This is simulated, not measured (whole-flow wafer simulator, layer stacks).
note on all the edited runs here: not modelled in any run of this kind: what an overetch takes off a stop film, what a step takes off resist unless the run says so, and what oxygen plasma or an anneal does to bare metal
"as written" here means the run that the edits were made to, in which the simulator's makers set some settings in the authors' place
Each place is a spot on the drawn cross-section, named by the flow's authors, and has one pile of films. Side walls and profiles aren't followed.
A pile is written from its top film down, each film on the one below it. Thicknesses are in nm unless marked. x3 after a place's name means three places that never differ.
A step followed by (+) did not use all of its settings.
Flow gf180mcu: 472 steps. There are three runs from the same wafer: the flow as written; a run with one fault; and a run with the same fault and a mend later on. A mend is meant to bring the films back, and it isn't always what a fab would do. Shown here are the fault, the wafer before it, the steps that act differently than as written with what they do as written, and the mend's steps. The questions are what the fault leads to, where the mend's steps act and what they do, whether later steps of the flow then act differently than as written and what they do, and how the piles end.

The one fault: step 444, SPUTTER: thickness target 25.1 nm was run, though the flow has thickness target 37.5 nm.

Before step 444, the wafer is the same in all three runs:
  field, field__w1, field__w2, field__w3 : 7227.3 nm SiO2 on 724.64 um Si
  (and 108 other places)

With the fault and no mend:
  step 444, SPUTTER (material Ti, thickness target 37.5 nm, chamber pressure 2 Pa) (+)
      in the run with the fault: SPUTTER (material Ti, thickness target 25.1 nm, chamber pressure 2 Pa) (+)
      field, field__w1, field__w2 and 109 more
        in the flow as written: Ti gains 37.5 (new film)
        in the run with the fault: Ti gains 25.1 (new film)
  Steps further on in the flow that do not act as written (not shown: 4 more steps that differ only slightly, by at most 2% or 0.5 nm, whichever is larger):
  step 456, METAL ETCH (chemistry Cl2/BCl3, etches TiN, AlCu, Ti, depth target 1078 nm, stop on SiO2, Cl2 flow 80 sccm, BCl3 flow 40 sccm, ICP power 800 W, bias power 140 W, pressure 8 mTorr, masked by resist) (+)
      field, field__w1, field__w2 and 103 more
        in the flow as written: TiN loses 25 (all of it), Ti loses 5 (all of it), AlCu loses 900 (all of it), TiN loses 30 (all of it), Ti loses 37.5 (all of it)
        in the run with the fault: TiN loses 25 (all of it), Ti loses 5 (all of it), AlCu loses 900 (all of it), TiN loses 30 (all of it), Ti loses 25.1 (all of it)
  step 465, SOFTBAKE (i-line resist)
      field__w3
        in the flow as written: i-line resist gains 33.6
        in the run with the fault: i-line resist gains 32.9
  The piles end different from the flow's at field__w8, contact, m1, m1__w1, pad, m1_nw by more than 2% or 0.5 nm, whichever is larger.
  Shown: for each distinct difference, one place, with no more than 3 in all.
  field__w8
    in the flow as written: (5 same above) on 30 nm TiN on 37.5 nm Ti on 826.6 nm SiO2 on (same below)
    in the run with the fault: (5 same above) on 30 nm TiN on 25.1 nm Ti on 826.6 nm SiO2 on (same below)
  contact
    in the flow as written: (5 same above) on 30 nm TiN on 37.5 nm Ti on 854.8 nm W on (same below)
    in the run with the fault: (5 same above) on 30 nm TiN on 25.1 nm Ti on 854.8 nm W on (same below)
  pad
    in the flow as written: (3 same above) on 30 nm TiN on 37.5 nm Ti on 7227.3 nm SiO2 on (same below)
    in the run with the fault: (3 same above) on 30 nm TiN on 25.1 nm Ti on 7227.3 nm SiO2 on (same below)

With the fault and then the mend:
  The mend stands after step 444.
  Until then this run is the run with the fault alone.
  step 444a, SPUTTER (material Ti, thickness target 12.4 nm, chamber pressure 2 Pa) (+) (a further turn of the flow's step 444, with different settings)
      field, field__w1, field__w2 and 109 more
        Ti gains 12.4
  None of the later steps of the flow acts differently than as written at any place that is followed.
  The piles end the same as the flow's at every place that both follow.
